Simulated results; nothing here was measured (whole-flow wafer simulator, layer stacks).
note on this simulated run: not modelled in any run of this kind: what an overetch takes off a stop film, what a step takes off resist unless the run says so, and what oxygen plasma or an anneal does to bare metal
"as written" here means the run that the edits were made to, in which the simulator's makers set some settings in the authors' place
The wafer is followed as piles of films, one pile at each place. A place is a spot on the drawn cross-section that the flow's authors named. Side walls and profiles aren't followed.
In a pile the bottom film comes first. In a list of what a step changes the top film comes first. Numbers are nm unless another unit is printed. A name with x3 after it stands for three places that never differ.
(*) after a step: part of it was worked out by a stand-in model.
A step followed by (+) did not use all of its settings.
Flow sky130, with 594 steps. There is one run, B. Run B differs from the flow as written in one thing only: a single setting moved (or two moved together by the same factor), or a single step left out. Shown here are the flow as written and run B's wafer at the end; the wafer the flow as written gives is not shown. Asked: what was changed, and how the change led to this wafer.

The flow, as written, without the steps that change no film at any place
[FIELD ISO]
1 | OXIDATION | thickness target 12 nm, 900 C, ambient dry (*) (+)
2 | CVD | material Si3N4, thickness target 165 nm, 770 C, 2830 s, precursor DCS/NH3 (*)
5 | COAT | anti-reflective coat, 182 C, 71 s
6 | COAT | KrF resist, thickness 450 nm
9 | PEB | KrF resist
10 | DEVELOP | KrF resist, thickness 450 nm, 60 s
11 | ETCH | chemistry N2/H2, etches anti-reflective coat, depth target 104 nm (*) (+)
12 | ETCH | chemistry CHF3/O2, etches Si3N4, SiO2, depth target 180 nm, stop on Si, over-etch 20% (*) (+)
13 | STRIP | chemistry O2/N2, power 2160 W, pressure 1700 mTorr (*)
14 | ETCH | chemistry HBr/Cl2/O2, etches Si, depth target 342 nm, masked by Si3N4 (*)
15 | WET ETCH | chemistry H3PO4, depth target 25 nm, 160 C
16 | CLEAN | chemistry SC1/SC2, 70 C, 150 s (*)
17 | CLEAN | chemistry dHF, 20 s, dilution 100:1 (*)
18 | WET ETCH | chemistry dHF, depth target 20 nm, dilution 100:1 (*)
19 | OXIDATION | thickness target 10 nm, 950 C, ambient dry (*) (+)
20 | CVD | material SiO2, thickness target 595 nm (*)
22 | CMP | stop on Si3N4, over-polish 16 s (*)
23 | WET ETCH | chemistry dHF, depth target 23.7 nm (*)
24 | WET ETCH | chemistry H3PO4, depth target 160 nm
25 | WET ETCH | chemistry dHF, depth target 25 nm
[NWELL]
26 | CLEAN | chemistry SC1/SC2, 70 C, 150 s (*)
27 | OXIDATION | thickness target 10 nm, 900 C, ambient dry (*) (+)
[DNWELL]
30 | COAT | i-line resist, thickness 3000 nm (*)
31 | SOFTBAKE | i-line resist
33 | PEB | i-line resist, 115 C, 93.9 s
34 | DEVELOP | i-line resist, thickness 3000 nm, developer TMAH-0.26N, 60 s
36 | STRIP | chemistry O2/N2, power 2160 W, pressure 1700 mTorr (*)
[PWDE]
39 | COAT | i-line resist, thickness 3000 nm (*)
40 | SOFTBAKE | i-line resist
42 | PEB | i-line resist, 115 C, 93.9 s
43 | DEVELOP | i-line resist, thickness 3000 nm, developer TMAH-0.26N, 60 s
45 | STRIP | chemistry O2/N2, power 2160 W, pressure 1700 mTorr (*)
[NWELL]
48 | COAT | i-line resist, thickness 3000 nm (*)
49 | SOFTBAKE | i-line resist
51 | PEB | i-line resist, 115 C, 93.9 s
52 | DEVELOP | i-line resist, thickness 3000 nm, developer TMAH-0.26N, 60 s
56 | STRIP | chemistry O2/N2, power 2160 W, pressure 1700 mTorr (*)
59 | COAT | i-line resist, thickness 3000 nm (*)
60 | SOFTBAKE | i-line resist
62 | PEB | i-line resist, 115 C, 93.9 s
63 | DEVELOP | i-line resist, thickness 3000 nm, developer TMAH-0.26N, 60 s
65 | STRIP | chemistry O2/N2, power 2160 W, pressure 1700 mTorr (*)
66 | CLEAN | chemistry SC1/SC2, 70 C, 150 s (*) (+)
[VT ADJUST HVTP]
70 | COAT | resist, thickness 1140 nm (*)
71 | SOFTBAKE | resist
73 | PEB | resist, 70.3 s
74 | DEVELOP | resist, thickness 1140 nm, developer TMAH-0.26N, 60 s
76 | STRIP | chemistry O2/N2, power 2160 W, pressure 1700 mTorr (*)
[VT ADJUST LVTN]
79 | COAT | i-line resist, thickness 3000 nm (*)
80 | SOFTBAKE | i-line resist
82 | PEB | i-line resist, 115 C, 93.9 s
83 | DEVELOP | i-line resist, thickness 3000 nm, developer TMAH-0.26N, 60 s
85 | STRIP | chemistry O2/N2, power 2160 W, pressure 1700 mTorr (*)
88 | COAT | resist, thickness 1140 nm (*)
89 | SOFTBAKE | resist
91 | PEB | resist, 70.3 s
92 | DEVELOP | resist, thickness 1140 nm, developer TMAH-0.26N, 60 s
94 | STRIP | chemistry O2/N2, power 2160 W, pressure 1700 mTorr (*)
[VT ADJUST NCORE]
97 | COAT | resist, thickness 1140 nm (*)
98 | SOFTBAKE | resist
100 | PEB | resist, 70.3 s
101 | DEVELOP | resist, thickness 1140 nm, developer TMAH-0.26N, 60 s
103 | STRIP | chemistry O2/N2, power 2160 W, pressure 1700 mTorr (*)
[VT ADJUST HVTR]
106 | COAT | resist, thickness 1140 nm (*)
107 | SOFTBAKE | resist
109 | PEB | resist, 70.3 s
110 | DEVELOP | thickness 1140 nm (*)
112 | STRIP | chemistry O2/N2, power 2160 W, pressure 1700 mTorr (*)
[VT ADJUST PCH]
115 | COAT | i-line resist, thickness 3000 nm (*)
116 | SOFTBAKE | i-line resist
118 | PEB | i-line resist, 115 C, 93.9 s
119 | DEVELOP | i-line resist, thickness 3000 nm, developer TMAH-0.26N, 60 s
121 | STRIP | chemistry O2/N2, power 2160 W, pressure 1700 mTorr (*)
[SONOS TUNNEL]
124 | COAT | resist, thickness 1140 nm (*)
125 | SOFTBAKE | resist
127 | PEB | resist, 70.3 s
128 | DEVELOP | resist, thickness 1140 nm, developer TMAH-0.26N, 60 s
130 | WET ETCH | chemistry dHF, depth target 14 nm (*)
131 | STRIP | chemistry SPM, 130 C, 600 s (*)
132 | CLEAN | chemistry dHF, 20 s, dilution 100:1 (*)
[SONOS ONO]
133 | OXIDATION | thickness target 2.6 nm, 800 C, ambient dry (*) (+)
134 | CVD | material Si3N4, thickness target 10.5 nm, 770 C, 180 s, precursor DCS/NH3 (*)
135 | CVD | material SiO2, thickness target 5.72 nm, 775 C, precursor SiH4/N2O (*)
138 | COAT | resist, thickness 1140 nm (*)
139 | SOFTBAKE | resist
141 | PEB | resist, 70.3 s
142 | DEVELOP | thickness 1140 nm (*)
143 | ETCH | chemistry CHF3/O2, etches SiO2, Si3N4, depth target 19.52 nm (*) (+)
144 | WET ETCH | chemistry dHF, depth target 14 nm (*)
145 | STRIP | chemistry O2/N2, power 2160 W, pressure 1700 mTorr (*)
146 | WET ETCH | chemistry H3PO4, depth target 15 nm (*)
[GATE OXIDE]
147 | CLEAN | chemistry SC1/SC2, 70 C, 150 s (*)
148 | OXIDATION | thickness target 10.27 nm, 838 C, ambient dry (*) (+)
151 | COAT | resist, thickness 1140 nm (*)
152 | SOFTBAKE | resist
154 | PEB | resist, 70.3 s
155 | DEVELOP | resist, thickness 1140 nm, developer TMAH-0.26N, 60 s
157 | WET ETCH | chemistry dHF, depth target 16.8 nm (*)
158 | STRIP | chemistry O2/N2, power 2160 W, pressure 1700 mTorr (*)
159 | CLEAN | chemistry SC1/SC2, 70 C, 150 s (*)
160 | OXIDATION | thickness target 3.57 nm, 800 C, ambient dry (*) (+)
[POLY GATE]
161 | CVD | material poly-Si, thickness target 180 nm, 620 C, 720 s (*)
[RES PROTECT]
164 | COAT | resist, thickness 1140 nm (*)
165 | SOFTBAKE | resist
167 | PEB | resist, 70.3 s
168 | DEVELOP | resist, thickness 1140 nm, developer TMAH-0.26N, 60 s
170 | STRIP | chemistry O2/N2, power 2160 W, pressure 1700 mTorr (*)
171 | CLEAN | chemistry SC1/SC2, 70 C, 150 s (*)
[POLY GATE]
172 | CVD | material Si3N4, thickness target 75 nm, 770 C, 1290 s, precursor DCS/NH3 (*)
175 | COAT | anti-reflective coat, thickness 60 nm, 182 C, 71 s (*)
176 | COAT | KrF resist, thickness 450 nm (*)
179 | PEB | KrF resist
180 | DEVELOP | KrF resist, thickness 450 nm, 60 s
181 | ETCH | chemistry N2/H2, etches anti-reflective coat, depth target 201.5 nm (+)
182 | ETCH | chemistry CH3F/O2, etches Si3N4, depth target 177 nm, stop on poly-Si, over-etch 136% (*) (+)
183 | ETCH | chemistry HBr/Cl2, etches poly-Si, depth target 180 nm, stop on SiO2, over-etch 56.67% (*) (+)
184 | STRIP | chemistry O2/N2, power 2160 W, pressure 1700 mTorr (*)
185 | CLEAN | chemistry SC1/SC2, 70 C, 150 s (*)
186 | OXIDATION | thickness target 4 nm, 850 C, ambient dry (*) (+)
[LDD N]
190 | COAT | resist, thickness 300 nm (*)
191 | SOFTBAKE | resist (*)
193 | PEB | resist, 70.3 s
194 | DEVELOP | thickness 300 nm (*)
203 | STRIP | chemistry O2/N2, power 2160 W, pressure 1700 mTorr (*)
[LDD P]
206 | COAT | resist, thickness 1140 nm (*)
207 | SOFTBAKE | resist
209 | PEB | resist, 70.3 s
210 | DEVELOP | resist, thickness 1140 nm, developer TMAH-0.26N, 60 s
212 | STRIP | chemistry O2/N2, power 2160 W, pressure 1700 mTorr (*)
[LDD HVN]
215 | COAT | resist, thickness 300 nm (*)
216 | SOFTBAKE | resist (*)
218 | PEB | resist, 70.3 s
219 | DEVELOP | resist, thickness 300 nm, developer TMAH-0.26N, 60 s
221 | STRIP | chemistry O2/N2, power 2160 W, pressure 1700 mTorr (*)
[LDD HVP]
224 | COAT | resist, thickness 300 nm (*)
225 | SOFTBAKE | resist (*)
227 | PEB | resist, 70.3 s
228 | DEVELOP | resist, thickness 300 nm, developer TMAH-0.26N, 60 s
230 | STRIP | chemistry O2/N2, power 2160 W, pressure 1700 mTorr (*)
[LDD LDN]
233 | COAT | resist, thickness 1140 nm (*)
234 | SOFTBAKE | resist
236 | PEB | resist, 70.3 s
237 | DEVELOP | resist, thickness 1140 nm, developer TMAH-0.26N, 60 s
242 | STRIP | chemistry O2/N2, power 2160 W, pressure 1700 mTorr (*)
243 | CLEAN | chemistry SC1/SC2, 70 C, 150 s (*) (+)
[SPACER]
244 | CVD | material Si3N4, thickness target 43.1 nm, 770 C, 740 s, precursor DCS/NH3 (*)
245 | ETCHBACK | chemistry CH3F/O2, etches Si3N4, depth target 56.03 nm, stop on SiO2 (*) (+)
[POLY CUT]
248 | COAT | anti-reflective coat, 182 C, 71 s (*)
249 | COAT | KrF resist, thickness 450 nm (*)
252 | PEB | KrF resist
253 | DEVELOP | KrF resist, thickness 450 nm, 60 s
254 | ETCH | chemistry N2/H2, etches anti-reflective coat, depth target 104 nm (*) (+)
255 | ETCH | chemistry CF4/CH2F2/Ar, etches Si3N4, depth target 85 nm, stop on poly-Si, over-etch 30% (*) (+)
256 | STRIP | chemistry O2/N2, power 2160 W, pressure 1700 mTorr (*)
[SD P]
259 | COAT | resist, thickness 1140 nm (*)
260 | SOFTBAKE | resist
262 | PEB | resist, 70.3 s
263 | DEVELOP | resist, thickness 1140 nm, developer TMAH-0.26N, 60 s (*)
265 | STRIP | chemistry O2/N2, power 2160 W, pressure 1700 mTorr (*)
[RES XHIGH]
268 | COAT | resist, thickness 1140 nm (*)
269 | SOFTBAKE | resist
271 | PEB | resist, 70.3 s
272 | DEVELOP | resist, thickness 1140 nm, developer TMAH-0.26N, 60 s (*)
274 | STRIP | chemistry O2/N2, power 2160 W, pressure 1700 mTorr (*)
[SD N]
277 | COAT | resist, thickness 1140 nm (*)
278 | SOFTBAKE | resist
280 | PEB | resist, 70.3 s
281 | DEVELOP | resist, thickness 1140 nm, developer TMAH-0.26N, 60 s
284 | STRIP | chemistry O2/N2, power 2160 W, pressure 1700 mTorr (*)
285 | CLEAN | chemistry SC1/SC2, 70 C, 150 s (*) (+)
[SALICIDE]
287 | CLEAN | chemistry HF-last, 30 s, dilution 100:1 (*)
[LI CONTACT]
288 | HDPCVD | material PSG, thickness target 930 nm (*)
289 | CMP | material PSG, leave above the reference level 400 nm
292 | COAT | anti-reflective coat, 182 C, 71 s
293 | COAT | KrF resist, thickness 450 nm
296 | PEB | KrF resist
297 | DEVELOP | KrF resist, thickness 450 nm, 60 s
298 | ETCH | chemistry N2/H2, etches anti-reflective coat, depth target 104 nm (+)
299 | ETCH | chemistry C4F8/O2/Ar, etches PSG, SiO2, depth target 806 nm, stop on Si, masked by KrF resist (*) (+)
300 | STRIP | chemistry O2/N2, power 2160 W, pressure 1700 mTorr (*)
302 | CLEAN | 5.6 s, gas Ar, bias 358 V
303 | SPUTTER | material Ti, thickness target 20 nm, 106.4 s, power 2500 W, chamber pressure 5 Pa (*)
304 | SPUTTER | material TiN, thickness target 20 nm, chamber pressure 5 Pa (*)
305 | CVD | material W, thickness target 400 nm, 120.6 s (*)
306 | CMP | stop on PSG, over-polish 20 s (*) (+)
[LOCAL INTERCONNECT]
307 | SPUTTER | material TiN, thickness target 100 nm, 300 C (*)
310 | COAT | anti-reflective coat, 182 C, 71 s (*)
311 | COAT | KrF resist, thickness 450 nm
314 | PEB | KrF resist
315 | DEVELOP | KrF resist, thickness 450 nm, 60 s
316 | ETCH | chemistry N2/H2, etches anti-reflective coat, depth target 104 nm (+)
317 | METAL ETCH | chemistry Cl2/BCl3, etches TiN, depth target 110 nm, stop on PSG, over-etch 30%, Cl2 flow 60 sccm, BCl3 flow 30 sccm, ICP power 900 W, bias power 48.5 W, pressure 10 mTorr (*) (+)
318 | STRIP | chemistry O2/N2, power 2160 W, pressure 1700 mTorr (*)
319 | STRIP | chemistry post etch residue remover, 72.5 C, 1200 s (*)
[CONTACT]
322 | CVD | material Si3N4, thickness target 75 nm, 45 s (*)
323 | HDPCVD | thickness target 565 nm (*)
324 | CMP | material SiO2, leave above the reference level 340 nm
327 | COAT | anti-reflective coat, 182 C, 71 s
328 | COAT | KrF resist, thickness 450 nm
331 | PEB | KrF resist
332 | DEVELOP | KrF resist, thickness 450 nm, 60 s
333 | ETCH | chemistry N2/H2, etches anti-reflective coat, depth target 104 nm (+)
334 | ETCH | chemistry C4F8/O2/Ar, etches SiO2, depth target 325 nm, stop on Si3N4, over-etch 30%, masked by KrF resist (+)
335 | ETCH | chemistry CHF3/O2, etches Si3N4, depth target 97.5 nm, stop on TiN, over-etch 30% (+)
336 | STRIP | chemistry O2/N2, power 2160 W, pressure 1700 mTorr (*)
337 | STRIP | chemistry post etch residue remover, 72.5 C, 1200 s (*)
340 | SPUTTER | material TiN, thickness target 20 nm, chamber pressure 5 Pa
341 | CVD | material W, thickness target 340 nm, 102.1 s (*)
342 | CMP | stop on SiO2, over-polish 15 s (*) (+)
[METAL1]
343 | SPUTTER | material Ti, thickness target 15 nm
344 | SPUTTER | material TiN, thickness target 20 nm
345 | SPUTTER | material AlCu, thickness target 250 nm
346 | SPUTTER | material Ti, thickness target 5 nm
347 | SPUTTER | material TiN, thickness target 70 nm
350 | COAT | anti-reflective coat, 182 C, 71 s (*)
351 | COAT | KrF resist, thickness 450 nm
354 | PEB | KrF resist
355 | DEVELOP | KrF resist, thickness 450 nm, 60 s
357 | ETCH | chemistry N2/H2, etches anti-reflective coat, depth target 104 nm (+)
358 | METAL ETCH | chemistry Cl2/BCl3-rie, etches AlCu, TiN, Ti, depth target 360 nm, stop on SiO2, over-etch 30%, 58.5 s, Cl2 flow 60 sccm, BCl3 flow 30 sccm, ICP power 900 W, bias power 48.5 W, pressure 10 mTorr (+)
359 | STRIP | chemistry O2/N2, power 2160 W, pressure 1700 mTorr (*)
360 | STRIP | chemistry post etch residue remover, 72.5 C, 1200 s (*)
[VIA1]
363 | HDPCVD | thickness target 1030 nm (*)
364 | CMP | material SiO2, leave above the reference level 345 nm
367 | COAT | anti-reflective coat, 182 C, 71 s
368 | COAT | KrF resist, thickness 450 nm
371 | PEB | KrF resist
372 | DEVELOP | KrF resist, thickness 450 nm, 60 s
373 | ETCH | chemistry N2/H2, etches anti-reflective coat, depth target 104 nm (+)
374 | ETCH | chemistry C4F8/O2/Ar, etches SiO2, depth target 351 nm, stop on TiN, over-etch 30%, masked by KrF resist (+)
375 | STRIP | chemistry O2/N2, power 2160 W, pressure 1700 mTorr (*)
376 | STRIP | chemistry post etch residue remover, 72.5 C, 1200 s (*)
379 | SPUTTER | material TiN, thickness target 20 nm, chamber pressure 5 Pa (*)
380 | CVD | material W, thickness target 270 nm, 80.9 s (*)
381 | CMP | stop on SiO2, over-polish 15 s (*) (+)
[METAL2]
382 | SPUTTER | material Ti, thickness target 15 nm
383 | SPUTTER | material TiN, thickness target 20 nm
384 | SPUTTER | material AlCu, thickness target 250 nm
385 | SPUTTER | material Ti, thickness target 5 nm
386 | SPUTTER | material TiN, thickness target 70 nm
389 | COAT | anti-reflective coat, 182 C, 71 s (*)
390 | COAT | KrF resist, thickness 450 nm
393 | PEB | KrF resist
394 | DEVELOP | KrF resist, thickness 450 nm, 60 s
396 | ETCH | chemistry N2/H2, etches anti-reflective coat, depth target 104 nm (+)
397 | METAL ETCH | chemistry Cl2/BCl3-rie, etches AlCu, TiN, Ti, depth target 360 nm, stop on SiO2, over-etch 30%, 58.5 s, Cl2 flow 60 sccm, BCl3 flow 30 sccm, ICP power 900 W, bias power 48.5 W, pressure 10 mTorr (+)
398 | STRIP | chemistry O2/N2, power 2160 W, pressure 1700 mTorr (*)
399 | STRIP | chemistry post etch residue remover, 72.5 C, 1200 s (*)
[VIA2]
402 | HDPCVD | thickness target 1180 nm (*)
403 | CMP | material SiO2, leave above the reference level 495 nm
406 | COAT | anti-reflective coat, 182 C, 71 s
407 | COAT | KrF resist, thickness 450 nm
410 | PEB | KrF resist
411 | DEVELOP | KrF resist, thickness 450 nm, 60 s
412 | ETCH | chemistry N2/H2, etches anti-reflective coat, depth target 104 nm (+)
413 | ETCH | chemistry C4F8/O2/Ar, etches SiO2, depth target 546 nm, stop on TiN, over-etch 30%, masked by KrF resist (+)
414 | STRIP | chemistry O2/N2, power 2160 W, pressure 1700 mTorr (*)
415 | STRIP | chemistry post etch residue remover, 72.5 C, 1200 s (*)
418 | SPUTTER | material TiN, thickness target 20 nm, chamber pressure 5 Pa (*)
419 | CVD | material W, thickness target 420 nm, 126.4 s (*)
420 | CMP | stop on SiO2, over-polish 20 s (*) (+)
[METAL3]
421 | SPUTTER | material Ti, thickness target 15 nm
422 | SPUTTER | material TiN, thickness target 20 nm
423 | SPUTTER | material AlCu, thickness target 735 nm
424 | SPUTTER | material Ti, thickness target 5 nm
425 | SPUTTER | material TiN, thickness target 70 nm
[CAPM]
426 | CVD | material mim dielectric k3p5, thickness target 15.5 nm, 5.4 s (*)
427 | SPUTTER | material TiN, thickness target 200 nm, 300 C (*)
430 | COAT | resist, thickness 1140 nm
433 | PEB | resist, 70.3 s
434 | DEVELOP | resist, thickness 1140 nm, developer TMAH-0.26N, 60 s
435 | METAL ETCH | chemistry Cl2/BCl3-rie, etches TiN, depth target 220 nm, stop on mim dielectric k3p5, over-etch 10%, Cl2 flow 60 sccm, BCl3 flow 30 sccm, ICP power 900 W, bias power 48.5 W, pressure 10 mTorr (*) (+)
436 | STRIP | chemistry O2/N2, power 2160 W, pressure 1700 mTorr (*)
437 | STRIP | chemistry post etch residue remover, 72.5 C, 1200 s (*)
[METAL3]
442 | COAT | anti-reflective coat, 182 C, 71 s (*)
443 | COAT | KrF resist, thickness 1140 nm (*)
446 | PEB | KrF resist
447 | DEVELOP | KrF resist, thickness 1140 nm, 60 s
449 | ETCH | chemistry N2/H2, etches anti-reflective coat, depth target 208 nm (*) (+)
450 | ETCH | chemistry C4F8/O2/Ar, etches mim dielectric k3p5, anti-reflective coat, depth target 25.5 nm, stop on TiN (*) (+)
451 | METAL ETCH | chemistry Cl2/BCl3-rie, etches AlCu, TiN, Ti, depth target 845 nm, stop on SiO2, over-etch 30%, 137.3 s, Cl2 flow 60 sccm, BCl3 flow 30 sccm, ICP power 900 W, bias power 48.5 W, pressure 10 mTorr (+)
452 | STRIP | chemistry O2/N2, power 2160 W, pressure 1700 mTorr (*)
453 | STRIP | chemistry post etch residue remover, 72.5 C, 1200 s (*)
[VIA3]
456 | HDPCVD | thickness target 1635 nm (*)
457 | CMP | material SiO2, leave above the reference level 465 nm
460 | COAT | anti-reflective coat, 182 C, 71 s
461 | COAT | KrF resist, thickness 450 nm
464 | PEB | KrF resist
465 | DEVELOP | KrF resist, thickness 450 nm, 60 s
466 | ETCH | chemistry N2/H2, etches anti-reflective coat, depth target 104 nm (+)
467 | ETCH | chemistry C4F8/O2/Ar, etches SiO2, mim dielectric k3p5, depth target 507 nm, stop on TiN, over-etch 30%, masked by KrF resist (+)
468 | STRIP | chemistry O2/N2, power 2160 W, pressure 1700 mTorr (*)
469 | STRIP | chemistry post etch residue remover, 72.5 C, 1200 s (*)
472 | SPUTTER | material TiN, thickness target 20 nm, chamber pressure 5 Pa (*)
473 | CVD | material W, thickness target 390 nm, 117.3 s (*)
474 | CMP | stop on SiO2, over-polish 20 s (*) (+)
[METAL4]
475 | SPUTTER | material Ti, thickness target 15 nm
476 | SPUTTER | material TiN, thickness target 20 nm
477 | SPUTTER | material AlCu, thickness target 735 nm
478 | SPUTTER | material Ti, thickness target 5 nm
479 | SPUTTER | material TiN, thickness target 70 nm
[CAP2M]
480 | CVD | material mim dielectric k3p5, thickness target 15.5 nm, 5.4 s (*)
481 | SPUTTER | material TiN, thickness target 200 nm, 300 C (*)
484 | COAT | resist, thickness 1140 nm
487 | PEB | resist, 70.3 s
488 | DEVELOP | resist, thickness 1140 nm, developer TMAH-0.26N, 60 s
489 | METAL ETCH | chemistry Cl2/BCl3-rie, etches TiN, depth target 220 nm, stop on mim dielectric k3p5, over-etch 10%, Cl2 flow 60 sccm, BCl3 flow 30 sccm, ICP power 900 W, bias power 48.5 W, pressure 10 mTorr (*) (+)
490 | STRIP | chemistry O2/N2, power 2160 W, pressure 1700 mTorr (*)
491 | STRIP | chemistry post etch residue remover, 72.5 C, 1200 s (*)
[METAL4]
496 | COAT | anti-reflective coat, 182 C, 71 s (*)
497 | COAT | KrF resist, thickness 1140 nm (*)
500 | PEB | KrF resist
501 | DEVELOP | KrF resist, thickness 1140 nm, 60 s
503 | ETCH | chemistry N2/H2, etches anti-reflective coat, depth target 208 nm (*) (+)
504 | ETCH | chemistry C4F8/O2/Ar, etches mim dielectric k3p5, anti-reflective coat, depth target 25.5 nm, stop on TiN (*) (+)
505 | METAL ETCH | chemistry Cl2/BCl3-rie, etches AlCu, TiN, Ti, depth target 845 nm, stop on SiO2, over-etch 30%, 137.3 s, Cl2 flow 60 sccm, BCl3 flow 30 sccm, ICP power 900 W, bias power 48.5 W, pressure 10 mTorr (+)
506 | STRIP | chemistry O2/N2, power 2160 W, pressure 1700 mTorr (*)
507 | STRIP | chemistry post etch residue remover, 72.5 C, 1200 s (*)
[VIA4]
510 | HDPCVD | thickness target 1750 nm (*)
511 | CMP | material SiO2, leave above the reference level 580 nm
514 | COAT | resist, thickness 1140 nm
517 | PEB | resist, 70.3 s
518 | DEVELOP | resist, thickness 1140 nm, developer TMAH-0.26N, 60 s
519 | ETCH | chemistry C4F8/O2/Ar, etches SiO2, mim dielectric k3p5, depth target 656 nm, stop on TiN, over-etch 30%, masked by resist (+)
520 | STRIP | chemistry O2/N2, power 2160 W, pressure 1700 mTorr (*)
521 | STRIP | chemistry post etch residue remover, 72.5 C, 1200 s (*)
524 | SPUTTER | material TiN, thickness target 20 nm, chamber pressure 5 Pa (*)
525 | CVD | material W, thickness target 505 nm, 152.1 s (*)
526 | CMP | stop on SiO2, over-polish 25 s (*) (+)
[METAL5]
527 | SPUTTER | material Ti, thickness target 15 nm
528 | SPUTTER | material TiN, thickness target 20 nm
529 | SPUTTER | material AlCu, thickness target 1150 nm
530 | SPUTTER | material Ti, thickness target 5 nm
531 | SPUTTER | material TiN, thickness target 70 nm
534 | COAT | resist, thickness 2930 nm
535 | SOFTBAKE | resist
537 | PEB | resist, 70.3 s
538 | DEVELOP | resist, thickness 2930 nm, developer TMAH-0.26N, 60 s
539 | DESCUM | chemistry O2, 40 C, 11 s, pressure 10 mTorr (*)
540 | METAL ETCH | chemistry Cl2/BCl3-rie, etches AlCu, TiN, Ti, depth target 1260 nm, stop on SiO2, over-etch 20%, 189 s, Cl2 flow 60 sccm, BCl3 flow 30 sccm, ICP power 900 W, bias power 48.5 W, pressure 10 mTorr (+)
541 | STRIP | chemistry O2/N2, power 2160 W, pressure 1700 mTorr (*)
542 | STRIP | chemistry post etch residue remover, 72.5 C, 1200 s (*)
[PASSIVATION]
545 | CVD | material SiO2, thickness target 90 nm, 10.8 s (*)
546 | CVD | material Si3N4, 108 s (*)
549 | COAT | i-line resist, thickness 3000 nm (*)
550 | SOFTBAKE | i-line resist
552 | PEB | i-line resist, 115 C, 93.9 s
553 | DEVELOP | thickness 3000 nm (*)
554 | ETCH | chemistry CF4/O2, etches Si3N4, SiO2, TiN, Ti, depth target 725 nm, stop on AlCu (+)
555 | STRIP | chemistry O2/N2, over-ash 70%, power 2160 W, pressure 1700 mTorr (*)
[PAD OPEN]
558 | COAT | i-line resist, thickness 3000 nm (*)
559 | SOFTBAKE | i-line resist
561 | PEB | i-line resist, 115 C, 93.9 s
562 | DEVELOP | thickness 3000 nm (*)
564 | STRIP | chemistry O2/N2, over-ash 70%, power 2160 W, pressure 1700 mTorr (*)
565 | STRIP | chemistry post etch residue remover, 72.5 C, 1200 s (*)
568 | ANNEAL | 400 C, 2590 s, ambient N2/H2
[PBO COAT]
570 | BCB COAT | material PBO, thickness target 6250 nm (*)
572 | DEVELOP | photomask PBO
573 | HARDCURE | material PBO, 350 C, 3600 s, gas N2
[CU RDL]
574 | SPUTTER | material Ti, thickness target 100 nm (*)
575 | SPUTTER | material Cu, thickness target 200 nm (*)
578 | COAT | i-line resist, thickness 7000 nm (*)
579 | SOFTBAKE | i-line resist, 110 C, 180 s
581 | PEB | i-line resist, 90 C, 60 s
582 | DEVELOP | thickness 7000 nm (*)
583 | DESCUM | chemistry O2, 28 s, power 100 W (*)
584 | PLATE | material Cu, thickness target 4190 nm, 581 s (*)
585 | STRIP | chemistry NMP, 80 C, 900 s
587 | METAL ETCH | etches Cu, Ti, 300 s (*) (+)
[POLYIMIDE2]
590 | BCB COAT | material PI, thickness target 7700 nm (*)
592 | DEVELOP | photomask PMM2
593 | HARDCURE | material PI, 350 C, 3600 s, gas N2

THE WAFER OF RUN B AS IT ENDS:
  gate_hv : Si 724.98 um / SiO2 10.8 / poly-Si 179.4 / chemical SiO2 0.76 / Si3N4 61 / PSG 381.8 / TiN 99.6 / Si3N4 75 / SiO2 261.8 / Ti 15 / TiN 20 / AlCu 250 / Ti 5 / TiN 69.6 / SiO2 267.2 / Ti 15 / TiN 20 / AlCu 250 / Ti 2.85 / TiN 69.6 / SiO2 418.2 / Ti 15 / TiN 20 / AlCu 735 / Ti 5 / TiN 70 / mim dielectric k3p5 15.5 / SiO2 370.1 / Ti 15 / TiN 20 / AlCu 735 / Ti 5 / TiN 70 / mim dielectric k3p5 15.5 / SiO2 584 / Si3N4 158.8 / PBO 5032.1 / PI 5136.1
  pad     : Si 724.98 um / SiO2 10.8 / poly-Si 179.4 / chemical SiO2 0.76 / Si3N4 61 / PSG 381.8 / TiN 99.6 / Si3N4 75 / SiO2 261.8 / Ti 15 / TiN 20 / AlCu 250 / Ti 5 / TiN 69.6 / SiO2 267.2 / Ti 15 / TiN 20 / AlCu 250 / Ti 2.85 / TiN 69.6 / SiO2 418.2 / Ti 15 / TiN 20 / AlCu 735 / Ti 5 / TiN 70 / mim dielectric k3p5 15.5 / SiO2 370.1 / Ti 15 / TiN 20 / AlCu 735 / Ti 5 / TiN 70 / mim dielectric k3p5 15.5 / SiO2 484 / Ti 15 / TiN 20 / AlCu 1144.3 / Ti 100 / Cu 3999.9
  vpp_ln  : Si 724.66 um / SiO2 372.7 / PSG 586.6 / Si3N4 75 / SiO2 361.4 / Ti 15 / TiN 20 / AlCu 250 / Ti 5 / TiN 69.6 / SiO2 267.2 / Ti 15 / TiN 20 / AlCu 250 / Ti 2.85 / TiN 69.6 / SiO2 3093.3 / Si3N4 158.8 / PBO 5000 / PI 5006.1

Cause: step 385, SPUTTER: thickness target 2.85 nm was run, whereas the flow has thickness target 5 nm.
The wafer itself shows it: gate_hv has Ti 2.85, and step 385 as written asks for 5 nm.

How this came from the change, step by step:
  385 | SPUTTER | material Ti, thickness target 5 nm
      field, active, n_well and 188 more: Ti gains 2.85 (new film) (as written it would have been: Ti gains 5 (new film))
  397 | METAL ETCH | chemistry Cl2/BCl3-rie, etches AlCu, TiN, Ti, depth target 360 nm, stop on SiO2, over-etch 30%, 58.5 s, Cl2 flow 60 sccm, BCl3 flow 30 sccm, ICP power 900 W, bias power 48.5 W, pressure 10 mTorr (+)
      field, active, gate and 82 more: TiN loses 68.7 (all of it), Ti loses 2.85 (all of it), AlCu loses 250 (all of it), TiN loses 20 (all of it), Ti loses 15 (all of it), SiO2 loses 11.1 (as written it would have been: TiN loses 68.7 (all of it), Ti loses 5 (all of it), AlCu loses 250 (all of it), TiN loses 20 (all of it), Ti loses 15 (all of it), SiO2 loses 10.9)
